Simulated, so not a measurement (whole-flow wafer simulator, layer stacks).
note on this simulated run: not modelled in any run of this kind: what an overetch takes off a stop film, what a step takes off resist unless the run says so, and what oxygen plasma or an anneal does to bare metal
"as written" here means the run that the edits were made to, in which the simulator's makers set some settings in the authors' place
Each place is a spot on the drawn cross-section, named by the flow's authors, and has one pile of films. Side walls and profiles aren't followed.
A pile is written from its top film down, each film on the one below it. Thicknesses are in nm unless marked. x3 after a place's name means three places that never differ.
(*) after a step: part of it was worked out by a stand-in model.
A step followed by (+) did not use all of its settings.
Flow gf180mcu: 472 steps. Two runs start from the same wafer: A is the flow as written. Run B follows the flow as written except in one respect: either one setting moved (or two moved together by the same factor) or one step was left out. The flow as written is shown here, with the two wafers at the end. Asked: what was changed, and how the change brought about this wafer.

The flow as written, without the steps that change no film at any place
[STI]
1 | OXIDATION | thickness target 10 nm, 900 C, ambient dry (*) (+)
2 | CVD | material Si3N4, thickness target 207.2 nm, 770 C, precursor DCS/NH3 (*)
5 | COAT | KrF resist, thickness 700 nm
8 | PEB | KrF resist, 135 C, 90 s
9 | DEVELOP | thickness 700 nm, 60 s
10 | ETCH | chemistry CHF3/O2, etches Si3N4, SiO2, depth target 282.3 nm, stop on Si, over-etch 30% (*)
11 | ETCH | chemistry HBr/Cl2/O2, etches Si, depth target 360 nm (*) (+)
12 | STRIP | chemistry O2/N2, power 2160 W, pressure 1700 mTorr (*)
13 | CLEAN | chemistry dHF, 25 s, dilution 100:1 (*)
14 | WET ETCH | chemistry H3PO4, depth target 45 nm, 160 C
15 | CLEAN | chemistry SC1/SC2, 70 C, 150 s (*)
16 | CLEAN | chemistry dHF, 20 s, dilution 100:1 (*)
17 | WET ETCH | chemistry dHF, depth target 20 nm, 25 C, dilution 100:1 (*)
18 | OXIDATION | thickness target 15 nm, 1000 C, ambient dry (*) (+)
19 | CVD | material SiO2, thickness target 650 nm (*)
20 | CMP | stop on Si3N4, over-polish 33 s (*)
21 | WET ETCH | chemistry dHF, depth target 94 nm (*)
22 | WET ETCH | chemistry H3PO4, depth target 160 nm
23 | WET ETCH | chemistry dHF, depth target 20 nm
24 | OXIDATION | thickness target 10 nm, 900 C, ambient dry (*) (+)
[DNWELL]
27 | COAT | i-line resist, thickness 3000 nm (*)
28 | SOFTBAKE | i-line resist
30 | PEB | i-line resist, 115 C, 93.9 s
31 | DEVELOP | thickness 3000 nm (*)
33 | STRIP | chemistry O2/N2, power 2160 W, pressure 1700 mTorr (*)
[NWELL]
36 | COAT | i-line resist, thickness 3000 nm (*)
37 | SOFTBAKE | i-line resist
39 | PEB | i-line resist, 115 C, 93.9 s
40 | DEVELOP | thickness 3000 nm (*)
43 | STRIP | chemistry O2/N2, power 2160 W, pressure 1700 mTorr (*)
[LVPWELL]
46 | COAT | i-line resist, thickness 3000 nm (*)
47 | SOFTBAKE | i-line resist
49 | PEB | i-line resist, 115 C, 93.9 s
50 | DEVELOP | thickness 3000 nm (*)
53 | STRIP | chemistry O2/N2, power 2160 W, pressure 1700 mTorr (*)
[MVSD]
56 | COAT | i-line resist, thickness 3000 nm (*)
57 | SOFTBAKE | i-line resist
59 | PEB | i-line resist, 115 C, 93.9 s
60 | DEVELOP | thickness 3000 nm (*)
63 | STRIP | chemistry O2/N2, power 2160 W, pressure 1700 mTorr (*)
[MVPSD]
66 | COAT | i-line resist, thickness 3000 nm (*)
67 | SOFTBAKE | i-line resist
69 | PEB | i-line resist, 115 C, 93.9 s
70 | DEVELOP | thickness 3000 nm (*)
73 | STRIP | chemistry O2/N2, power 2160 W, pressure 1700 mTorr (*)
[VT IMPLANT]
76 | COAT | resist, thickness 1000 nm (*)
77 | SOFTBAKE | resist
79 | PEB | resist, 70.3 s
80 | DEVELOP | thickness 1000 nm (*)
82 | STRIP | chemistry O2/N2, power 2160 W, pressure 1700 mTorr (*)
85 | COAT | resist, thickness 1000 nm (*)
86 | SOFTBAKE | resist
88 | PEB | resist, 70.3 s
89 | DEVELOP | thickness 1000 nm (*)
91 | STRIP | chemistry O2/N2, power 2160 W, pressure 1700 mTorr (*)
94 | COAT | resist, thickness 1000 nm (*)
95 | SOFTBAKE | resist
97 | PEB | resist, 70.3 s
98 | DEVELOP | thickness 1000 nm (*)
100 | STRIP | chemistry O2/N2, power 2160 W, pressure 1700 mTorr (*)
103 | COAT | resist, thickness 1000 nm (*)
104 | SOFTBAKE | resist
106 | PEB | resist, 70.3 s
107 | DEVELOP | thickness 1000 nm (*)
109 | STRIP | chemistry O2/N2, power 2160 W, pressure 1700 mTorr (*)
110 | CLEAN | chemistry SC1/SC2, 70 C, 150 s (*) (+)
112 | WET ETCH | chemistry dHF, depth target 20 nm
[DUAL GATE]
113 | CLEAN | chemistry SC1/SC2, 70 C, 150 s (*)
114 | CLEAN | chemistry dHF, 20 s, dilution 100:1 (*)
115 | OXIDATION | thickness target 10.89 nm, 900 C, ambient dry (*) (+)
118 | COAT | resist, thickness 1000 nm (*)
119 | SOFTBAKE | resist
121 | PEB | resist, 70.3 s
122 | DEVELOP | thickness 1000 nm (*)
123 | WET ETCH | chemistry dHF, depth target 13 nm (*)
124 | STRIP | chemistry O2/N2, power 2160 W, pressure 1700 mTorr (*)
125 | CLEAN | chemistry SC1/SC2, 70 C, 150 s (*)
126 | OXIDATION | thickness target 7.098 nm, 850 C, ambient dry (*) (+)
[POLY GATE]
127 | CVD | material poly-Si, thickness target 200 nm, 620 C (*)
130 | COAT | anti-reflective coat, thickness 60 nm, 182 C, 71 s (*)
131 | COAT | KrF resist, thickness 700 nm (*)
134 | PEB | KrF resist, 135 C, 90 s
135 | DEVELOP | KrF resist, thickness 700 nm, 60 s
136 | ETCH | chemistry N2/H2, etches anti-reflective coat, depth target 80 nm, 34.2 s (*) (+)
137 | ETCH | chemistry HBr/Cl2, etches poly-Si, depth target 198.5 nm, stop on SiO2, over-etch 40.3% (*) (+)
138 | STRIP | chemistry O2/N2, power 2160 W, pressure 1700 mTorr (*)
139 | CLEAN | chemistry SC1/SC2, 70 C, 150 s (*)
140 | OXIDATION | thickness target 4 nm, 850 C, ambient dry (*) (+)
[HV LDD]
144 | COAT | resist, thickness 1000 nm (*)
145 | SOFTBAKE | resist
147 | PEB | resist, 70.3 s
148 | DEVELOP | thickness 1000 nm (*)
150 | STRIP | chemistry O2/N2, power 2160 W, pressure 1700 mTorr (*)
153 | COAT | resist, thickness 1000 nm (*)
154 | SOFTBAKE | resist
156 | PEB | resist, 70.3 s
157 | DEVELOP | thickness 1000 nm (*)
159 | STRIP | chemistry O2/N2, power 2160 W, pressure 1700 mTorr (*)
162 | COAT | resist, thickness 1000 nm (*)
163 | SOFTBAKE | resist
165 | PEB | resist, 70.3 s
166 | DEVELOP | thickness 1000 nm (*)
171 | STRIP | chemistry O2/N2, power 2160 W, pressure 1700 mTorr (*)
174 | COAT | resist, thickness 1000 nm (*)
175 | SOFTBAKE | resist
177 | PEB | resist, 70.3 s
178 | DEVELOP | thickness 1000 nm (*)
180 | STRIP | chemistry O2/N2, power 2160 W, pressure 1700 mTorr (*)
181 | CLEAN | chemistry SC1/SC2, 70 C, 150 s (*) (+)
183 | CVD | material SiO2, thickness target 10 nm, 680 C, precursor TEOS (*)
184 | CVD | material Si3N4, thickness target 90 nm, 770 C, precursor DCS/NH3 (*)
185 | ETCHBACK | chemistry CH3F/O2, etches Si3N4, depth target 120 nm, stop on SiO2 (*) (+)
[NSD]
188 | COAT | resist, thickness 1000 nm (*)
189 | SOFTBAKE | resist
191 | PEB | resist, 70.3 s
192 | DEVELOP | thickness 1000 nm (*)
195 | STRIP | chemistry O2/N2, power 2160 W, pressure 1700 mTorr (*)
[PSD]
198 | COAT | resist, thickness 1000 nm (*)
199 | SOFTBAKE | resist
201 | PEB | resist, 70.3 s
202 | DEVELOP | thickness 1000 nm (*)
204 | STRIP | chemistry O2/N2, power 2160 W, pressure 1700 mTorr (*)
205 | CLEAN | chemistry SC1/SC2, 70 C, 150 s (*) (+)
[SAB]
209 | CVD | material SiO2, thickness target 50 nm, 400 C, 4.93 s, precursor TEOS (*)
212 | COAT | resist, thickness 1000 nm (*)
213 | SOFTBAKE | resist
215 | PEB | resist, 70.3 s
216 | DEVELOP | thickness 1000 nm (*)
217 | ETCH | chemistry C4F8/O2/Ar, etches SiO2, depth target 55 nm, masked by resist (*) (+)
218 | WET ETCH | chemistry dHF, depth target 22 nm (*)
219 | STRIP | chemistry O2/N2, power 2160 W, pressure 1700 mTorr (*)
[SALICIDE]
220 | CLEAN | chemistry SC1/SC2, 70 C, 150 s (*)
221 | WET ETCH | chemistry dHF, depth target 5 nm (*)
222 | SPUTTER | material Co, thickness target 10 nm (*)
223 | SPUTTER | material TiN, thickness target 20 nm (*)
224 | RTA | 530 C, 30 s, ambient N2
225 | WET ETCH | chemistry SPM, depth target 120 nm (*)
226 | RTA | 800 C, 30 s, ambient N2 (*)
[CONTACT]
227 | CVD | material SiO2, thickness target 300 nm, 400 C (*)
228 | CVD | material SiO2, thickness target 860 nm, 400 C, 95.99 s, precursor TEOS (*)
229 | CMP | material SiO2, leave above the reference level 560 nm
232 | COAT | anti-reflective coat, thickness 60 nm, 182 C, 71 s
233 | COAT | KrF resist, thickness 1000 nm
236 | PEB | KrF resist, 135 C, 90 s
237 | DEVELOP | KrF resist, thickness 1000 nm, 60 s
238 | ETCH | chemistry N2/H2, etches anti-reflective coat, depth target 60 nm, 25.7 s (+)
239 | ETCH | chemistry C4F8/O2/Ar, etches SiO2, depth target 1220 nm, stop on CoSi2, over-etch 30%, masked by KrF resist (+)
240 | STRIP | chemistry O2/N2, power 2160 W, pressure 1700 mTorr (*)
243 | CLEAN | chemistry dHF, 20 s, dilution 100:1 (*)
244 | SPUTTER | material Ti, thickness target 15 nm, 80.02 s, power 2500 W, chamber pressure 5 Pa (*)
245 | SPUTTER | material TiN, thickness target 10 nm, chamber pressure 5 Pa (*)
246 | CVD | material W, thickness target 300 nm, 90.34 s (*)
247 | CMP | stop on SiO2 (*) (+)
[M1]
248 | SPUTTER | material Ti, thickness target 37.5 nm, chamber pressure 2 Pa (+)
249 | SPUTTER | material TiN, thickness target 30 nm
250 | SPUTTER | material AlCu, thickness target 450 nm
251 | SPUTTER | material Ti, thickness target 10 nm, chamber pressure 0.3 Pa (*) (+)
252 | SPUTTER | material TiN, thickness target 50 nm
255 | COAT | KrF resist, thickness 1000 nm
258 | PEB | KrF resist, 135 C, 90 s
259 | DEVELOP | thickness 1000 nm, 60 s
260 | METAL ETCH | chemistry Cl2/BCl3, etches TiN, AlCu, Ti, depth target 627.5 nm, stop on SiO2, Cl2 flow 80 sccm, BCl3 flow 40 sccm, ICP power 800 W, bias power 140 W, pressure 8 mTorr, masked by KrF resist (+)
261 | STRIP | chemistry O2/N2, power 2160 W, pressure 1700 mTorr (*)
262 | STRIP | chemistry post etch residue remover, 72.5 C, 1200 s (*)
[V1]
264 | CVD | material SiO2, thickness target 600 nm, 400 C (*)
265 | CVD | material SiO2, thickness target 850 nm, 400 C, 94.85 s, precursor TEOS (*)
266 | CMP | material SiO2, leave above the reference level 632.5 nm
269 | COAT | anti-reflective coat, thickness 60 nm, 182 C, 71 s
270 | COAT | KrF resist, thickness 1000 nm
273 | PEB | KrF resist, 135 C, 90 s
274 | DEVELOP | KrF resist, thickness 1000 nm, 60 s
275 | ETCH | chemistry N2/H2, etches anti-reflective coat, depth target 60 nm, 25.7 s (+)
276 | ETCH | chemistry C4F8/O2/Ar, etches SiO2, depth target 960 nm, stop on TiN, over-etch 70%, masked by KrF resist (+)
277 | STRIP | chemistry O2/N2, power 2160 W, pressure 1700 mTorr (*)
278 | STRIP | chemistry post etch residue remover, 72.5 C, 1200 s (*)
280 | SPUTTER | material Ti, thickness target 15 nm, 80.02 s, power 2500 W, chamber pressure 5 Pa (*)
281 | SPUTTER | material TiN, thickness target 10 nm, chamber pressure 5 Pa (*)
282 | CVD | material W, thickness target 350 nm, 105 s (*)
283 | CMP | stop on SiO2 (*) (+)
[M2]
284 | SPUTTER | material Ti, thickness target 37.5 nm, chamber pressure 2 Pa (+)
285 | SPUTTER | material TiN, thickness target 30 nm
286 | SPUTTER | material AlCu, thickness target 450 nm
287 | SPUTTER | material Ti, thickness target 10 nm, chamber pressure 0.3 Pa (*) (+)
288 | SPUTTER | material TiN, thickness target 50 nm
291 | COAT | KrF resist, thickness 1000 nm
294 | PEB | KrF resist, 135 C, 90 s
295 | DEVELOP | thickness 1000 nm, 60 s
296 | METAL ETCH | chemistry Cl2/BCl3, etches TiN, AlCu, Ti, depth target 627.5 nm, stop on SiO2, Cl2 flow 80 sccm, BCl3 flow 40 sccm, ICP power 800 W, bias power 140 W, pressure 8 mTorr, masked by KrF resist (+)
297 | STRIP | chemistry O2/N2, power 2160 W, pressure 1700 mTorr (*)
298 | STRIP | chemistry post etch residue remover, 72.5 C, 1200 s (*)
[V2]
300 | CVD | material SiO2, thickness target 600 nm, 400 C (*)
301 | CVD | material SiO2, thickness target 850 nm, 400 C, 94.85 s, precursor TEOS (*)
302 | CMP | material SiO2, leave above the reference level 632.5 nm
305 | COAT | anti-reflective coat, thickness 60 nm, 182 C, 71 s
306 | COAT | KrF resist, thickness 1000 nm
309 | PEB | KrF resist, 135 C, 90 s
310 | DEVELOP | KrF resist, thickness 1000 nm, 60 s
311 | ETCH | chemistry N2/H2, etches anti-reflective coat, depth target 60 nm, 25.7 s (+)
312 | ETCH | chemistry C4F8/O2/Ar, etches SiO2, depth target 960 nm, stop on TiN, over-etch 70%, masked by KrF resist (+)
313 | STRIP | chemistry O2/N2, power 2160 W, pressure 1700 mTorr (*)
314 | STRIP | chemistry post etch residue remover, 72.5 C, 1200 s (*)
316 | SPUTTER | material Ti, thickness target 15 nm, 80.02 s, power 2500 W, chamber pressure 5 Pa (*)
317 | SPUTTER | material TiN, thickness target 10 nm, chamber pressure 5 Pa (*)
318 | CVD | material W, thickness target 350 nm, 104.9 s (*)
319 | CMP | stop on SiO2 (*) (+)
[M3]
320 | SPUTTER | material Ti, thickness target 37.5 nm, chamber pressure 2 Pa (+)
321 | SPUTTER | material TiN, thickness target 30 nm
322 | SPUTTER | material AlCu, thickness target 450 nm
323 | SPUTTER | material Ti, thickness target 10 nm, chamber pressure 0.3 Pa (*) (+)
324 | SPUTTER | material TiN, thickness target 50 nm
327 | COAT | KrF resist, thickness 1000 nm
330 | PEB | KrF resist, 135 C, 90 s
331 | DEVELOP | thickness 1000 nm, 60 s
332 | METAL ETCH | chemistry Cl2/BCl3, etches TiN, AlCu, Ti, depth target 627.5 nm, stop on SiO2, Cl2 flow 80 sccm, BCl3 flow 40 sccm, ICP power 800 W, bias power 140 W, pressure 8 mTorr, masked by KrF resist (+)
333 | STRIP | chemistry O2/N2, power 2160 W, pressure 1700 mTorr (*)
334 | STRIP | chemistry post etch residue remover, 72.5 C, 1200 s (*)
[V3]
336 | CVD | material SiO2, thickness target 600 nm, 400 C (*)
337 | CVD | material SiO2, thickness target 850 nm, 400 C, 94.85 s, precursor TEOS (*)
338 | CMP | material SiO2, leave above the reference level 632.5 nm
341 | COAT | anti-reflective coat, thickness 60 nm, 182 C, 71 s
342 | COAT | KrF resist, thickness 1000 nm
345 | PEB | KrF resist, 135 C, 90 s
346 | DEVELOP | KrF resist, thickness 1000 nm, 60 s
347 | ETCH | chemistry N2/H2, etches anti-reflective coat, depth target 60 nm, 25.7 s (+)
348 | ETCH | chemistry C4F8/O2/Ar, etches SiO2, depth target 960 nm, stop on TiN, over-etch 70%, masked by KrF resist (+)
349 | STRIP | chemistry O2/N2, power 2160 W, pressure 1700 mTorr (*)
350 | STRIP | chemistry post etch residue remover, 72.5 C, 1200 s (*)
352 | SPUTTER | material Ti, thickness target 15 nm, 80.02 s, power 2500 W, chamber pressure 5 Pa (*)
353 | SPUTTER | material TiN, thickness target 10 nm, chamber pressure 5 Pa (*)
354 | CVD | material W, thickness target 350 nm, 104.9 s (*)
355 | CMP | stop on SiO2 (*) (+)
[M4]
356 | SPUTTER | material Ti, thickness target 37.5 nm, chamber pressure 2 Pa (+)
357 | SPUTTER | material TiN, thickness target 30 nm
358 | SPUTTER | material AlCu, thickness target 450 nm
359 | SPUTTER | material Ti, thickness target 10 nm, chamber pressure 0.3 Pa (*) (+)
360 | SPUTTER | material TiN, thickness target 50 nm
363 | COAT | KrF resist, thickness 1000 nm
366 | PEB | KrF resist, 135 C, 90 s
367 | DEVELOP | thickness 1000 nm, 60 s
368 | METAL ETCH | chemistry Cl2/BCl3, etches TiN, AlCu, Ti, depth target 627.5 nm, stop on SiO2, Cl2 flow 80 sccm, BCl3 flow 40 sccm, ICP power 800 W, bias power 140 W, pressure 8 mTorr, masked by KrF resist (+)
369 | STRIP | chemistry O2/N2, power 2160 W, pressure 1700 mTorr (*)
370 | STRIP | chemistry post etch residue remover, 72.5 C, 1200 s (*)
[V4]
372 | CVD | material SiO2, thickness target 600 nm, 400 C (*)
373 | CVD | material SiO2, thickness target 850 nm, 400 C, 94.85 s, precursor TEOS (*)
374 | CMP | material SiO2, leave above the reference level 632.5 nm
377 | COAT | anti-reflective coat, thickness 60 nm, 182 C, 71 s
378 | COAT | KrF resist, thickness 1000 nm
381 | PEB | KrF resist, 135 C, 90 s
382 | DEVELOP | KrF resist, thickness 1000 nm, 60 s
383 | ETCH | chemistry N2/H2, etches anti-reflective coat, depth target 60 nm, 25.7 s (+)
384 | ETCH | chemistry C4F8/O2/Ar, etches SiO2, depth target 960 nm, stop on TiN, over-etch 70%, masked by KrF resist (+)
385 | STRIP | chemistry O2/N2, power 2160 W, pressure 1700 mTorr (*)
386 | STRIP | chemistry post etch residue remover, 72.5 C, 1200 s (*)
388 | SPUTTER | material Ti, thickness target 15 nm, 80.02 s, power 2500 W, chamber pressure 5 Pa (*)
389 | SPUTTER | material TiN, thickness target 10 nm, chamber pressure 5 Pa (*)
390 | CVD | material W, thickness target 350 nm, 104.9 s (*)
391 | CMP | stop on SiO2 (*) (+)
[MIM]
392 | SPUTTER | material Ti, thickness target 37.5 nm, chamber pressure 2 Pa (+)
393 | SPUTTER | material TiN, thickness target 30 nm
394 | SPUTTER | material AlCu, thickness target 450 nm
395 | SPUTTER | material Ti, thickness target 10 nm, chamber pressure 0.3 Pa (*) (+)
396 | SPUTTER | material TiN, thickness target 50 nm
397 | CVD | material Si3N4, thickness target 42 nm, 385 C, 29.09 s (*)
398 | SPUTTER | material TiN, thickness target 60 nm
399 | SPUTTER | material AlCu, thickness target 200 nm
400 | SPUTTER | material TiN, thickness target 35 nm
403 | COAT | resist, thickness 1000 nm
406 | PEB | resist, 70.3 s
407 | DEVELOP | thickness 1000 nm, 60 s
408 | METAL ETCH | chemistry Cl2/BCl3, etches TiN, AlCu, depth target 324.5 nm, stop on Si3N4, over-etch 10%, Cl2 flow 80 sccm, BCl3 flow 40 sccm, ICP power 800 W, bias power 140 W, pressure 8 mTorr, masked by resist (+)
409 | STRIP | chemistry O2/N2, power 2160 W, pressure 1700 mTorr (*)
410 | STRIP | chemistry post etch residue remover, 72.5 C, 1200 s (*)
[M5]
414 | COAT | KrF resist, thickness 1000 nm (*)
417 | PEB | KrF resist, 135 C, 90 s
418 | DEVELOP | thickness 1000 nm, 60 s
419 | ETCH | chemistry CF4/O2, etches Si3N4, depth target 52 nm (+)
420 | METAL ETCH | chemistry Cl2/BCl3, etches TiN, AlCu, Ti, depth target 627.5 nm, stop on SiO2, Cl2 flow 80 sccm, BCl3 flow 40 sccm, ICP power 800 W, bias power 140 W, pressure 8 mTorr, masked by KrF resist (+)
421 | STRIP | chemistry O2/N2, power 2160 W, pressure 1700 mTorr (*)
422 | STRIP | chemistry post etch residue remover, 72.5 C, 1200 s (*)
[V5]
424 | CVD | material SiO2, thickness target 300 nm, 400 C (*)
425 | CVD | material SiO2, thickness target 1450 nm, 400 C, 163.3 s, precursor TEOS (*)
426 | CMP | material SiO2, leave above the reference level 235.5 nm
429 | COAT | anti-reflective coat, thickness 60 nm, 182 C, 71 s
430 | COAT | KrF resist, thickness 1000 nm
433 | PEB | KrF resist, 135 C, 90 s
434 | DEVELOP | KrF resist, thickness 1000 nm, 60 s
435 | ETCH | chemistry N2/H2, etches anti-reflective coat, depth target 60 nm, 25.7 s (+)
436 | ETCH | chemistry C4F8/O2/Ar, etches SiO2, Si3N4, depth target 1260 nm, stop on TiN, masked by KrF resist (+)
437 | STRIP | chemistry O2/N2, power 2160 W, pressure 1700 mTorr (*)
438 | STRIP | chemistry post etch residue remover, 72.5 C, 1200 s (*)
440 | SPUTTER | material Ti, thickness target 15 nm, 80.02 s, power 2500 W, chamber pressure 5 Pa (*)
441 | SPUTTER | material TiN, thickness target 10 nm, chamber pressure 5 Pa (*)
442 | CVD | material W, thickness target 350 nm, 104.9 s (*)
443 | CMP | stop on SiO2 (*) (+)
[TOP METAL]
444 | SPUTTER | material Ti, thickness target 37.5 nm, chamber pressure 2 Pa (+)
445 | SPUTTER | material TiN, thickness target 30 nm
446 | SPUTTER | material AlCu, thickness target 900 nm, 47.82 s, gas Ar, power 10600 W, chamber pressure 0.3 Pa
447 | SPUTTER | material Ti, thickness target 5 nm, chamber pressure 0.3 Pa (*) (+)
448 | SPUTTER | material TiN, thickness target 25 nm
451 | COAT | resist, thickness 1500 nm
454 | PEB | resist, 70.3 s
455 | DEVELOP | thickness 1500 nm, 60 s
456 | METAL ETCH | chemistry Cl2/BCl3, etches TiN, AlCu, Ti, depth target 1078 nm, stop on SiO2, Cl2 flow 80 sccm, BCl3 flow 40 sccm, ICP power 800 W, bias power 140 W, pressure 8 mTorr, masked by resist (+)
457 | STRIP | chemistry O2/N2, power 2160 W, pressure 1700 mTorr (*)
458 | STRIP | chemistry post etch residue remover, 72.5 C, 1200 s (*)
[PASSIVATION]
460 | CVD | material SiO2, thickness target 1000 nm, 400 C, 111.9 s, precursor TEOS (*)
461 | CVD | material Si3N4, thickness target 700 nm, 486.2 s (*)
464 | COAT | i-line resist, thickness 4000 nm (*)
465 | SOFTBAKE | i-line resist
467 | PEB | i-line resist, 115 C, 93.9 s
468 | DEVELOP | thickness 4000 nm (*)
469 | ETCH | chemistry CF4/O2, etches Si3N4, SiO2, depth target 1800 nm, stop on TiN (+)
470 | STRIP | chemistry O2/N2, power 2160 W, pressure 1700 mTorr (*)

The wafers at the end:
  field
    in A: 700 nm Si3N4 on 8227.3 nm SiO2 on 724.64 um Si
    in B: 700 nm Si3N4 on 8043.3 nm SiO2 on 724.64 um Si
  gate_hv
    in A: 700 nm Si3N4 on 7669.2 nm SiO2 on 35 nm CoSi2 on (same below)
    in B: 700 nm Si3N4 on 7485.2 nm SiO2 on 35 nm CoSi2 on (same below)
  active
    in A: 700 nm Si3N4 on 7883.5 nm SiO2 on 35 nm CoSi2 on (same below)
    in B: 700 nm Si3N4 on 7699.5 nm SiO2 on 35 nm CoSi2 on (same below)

The reason: step 250, SPUTTER: thickness target 266 nm was run, whereas the flow has thickness target 450 nm.

How this came from the change, step by step:
  250 | SPUTTER | material AlCu, thickness target 450 nm
      field, field__w1, field__w2 and 108 more: A +450 AlCu (new film) | B +266 AlCu (new film)
  260 | METAL ETCH | chemistry Cl2/BCl3, etches TiN, AlCu, Ti, depth target 627.5 nm, stop on SiO2, Cl2 flow 80 sccm, BCl3 flow 40 sccm, ICP power 800 W, bias power 140 W, pressure 8 mTorr, masked by KrF resist (+)
      field, field__w1, field__w2 and 99 more: A -50 TiN (all of it), -10 Ti (all of it), -450 AlCu (all of it), -30 TiN (all of it), -37.5 Ti (all of it) | B -50 TiN (all of it), -10 Ti (all of it), -266 AlCu (all of it), -30 TiN (all of it), -37.5 Ti (all of it)
      field__w8, contact, m1 and 6 more: A -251 KrF resist | B -236.1 KrF resist
  261 | STRIP | chemistry O2/N2, power 2160 W, pressure 1700 mTorr (*)
      field__w8, contact, m1 and 6 more: A -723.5 KrF resist (all of it) | B -738.4 KrF resist (all of it)
  266 | CMP | material SiO2, leave above the reference level 632.5 nm
      field, field__w1, field__w2 and 99 more: A -300 SiO2 | B -484 SiO2
